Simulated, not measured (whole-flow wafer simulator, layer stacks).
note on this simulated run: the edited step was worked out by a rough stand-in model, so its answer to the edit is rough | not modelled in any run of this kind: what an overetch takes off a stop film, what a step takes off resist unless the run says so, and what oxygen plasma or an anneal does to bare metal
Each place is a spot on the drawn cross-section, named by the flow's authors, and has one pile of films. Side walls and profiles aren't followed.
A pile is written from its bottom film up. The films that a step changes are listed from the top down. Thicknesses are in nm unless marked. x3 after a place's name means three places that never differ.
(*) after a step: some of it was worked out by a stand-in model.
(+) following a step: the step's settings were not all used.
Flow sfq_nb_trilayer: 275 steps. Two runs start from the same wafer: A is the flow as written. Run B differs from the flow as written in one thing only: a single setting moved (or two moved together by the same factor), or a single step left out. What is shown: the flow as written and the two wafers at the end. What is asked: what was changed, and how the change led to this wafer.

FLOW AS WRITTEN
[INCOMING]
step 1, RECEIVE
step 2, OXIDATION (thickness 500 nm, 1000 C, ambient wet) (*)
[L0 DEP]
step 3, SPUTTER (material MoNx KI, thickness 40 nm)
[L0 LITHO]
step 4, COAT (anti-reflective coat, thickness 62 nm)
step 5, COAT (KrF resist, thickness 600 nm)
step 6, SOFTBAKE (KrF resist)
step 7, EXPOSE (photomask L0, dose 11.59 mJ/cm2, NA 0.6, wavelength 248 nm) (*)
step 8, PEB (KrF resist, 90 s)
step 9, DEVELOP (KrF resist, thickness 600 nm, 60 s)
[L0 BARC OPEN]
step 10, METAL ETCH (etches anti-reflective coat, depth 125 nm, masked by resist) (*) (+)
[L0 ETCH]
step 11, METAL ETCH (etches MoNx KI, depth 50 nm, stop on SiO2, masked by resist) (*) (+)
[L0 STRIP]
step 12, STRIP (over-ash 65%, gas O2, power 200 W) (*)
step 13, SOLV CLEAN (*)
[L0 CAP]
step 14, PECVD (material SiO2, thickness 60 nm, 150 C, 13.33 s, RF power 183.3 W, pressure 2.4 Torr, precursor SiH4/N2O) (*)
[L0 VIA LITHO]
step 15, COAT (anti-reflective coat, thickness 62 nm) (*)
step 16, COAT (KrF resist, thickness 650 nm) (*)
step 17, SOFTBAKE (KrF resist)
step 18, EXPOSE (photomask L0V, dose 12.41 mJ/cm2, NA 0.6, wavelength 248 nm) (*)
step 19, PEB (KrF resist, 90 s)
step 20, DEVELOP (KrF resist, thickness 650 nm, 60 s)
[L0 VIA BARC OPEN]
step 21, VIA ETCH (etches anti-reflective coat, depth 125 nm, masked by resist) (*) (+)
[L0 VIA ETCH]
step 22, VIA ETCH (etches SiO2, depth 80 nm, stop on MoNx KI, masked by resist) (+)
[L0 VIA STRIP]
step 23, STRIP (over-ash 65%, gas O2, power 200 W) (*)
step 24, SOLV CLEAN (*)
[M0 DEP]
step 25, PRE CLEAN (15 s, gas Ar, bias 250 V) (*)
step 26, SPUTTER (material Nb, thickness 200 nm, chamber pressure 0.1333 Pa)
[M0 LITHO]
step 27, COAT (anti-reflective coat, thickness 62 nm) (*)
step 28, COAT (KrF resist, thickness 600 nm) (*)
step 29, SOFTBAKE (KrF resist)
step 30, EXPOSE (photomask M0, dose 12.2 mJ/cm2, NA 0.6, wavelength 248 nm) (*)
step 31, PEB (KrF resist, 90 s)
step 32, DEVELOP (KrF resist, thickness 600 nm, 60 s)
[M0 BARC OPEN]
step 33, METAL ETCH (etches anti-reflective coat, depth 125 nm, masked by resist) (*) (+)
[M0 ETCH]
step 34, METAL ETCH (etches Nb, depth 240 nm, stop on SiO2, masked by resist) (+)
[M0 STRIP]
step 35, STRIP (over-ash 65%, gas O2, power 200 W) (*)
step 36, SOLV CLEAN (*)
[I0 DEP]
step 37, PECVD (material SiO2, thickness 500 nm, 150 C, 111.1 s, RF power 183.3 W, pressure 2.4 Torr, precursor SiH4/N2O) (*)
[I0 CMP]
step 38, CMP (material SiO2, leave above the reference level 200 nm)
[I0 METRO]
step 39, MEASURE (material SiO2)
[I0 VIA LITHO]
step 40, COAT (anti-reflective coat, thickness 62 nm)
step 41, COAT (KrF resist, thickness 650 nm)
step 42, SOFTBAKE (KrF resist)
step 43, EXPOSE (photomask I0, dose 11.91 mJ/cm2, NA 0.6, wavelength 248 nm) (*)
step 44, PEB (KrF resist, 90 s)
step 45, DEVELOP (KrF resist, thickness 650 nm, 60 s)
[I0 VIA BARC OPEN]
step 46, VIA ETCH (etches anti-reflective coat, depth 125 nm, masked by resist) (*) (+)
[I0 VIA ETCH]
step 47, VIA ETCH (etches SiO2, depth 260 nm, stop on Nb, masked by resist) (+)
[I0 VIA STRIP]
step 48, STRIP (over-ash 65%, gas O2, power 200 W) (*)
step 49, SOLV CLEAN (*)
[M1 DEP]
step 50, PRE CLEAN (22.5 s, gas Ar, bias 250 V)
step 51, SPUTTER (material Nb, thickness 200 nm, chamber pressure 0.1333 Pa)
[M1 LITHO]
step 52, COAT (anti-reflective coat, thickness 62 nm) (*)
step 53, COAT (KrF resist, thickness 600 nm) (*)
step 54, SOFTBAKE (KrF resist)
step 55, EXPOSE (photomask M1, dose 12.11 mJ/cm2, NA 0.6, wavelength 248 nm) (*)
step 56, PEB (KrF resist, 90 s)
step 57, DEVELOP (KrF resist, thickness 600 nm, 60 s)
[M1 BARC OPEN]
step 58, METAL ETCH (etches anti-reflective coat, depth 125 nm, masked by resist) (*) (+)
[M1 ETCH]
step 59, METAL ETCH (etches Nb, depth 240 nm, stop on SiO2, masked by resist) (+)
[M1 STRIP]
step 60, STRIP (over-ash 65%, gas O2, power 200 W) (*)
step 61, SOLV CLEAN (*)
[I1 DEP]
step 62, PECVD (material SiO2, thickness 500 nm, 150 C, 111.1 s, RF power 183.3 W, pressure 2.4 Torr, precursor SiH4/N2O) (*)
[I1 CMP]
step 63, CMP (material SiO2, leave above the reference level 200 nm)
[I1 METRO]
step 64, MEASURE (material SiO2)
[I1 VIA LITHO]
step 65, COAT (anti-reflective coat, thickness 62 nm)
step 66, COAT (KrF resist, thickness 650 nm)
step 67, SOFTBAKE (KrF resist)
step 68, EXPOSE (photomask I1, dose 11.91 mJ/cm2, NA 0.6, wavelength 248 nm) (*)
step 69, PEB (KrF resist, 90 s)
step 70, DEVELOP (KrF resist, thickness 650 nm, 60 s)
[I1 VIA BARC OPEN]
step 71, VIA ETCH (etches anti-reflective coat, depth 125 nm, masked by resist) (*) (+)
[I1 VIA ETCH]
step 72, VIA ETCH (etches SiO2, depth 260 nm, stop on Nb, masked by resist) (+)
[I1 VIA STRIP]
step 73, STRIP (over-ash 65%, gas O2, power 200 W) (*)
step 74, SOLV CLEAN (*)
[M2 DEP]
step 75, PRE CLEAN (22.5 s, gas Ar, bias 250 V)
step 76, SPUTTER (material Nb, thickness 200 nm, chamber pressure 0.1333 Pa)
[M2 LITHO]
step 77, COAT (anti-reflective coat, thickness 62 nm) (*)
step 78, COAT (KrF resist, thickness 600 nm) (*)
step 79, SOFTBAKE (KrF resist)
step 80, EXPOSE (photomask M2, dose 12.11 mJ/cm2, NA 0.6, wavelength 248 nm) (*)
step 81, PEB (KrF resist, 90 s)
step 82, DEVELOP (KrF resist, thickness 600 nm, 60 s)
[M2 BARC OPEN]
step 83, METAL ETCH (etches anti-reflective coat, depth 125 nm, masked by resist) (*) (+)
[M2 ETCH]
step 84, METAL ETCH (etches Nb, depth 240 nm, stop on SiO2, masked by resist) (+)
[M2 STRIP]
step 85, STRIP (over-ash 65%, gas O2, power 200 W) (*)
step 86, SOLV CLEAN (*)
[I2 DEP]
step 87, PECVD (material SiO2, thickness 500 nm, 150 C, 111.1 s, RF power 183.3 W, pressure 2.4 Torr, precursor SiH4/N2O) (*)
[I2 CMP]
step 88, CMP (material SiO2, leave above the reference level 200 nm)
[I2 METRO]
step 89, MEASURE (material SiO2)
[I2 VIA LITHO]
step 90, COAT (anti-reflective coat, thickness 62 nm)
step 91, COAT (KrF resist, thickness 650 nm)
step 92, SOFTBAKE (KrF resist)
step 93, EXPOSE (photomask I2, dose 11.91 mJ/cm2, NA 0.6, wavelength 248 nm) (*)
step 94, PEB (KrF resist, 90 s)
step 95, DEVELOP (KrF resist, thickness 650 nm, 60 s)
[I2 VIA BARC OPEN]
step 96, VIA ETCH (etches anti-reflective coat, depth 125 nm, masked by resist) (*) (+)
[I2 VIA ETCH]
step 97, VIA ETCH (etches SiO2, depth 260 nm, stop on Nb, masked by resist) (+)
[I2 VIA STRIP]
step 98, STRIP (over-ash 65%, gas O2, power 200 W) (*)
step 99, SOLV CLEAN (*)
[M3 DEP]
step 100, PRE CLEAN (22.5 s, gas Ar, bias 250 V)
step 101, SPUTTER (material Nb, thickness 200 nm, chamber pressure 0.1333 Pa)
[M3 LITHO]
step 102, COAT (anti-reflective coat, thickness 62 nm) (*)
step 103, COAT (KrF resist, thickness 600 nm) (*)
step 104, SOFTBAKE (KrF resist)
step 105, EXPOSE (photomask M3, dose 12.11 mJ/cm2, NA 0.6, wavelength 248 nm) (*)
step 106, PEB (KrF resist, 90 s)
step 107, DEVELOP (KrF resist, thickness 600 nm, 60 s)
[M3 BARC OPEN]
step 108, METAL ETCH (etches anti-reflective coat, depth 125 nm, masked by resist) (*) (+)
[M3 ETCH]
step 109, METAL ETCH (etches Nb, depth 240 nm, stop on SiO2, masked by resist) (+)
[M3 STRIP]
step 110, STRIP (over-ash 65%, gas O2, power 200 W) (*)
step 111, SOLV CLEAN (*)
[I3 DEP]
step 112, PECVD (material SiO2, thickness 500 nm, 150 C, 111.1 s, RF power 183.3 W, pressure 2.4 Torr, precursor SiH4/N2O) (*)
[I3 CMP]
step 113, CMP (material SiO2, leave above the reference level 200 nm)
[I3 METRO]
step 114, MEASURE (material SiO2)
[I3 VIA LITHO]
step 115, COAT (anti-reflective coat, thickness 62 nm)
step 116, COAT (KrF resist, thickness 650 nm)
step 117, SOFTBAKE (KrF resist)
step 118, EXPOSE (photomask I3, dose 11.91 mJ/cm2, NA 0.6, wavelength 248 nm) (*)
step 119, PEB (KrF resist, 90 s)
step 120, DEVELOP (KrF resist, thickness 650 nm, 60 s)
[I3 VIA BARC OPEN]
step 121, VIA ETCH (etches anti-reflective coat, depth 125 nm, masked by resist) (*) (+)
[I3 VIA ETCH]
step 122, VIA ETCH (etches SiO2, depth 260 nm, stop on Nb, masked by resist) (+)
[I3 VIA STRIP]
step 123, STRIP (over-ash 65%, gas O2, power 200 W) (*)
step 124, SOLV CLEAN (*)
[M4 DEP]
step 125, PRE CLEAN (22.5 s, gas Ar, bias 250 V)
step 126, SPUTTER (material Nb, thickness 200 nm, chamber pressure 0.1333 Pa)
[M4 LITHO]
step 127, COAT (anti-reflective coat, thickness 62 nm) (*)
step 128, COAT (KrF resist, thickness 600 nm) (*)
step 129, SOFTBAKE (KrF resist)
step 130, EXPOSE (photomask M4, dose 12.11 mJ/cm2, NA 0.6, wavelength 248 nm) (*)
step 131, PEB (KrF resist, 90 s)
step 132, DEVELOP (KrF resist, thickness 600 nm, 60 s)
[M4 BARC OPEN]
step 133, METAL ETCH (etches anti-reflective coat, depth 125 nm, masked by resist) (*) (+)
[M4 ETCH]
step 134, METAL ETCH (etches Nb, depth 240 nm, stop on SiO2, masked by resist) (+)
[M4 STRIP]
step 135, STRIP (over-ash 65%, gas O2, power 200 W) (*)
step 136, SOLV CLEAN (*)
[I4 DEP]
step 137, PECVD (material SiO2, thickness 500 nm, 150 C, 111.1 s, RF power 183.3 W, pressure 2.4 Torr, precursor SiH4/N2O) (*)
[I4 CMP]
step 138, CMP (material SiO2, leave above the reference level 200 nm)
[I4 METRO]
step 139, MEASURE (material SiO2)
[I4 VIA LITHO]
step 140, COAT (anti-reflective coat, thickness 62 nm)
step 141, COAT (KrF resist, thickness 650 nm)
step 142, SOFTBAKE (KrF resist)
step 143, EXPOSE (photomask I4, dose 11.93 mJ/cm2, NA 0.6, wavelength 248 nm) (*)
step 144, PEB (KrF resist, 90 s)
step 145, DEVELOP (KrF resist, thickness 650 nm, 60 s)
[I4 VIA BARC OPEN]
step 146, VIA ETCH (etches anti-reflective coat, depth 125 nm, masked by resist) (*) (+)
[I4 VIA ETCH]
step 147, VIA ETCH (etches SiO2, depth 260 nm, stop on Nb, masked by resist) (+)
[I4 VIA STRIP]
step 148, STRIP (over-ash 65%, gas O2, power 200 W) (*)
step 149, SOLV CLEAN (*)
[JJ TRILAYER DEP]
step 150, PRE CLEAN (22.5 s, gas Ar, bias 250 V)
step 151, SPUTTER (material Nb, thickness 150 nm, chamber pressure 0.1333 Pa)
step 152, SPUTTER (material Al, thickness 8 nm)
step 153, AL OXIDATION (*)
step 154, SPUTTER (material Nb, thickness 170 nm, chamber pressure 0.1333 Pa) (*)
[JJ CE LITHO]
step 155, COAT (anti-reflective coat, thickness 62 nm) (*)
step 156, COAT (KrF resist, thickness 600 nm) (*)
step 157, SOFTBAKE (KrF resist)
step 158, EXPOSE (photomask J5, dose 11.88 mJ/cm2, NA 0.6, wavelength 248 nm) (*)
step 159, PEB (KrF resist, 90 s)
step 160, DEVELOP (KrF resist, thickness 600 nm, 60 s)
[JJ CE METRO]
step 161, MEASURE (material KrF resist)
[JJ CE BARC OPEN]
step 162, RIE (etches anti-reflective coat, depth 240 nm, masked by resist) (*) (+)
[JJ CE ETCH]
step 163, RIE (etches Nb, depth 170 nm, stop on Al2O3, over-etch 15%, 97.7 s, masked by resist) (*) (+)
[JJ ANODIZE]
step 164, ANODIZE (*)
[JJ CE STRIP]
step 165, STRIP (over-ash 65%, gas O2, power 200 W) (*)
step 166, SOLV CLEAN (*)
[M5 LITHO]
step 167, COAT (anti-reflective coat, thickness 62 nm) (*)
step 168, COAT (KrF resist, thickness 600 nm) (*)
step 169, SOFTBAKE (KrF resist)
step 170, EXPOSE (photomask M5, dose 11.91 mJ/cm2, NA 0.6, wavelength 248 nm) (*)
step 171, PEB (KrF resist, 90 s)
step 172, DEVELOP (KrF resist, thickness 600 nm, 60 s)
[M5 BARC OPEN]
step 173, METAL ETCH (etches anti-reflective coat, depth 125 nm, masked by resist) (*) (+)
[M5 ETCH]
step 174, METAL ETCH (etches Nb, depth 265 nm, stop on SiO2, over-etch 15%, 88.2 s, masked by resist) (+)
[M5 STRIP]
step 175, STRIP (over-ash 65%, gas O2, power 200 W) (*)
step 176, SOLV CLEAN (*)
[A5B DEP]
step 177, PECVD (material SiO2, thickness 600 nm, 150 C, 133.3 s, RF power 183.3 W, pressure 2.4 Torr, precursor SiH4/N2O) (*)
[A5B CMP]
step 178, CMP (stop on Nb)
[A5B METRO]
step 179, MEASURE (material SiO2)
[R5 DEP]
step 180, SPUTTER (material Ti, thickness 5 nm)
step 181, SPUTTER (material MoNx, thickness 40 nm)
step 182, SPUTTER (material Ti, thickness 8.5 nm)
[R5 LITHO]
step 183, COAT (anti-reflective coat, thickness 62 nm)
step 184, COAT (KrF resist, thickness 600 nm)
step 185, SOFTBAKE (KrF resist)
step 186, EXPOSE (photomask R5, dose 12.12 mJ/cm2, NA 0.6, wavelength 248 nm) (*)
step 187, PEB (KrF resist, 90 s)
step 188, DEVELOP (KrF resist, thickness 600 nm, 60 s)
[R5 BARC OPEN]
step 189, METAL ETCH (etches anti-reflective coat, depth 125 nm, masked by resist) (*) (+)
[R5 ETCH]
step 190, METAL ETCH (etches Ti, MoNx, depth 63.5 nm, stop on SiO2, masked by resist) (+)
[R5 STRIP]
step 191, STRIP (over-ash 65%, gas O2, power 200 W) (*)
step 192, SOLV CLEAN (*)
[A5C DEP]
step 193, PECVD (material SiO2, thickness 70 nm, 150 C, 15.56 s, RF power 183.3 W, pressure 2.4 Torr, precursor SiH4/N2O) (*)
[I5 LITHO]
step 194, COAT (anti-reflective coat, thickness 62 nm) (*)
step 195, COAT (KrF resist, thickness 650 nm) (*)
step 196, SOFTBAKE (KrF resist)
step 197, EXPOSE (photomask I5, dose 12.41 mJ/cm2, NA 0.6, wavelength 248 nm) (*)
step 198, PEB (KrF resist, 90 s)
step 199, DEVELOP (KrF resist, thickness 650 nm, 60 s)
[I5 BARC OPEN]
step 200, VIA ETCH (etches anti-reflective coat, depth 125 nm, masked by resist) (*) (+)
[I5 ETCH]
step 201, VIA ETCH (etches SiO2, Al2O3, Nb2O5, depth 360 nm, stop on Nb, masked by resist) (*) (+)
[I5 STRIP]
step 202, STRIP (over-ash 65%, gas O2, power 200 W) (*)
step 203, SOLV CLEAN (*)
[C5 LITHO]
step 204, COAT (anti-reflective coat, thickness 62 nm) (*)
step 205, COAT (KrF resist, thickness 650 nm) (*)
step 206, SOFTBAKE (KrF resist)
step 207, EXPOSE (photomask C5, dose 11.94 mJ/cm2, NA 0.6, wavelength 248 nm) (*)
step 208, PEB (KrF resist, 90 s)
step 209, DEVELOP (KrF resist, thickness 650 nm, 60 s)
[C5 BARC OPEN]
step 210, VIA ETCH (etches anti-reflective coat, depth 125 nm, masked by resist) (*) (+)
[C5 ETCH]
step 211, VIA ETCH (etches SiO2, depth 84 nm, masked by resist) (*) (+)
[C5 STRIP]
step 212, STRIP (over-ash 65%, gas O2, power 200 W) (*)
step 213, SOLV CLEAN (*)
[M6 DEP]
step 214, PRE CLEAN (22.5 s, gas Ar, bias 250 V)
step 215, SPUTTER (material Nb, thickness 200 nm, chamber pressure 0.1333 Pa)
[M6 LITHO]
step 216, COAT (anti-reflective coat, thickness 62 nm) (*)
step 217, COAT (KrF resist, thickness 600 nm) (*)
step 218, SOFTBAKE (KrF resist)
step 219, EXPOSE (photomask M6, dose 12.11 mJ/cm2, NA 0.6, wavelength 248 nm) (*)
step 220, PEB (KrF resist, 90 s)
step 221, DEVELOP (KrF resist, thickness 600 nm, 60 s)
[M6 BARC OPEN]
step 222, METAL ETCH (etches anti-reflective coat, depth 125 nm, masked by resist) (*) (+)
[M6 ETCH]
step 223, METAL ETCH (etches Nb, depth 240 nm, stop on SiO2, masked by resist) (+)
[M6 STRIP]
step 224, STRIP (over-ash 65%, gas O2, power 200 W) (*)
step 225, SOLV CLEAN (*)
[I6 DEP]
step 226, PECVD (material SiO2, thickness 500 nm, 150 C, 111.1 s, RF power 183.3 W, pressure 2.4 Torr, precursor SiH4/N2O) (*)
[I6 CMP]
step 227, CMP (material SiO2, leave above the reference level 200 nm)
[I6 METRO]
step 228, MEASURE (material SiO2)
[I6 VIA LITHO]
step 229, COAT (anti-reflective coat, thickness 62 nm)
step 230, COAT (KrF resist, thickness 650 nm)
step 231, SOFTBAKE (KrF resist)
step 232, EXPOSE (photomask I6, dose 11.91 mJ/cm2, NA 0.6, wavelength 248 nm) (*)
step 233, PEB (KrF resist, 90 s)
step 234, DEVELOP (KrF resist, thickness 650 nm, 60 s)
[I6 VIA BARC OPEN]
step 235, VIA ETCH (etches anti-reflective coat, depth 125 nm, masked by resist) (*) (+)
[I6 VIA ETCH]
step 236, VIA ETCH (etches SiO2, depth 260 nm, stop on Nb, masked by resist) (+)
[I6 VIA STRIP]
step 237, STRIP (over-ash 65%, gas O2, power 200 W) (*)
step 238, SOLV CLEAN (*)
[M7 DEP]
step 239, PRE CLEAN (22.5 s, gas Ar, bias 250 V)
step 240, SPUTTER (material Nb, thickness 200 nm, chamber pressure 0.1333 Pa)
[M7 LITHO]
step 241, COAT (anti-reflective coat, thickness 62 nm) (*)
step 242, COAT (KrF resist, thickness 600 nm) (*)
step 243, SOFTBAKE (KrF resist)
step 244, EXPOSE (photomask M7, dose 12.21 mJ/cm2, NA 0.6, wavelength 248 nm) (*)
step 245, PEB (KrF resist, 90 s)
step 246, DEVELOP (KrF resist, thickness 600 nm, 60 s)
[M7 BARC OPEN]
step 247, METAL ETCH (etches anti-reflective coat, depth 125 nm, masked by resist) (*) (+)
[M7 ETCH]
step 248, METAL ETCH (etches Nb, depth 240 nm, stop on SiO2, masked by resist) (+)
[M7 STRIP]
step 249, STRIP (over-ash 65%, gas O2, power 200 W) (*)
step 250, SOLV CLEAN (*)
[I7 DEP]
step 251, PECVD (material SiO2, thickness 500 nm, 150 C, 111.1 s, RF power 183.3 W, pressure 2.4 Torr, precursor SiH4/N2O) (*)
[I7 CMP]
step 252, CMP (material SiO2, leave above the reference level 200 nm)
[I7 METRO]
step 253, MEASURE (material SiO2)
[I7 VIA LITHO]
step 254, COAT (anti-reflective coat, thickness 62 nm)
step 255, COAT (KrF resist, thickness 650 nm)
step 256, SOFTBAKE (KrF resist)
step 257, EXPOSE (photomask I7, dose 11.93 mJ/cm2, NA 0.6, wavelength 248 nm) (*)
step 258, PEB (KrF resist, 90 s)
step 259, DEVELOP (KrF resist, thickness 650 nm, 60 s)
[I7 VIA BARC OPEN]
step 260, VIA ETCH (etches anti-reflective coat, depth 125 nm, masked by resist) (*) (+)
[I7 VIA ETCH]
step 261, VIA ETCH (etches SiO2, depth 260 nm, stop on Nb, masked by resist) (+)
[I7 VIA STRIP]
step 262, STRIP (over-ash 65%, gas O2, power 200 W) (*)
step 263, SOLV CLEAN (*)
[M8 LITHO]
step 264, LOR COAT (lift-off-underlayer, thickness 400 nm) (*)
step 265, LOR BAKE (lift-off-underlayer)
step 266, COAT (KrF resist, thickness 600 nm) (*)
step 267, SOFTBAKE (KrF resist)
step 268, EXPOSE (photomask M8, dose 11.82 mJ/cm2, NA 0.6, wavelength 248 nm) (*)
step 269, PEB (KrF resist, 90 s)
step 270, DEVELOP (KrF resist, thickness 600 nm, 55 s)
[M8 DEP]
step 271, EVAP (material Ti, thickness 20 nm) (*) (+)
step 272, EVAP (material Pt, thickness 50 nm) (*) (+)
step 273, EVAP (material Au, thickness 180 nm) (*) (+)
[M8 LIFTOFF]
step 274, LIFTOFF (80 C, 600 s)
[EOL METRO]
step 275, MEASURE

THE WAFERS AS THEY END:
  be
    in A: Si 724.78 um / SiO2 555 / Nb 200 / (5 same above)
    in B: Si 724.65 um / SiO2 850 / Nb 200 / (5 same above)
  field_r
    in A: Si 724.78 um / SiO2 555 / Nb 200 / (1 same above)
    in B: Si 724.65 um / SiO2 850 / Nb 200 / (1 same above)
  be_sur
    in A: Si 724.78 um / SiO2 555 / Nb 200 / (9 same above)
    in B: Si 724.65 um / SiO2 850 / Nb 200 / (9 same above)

The reason: step 2, OXIDATION: thickness 795 nm was run, though the flow has thickness 500 nm.

How this came from the change, step by step:
  step 2, OXIDATION (thickness 500 nm, 1000 C, ambient wet) (*)
      field_l, v_sur, via_wl and 103 more: A +500 SiO2 (new film), -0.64 chemical SiO2 (all of it), -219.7 Si | B +795 SiO2 (new film), -0.64 chemical SiO2 (all of it), -349.5 Si
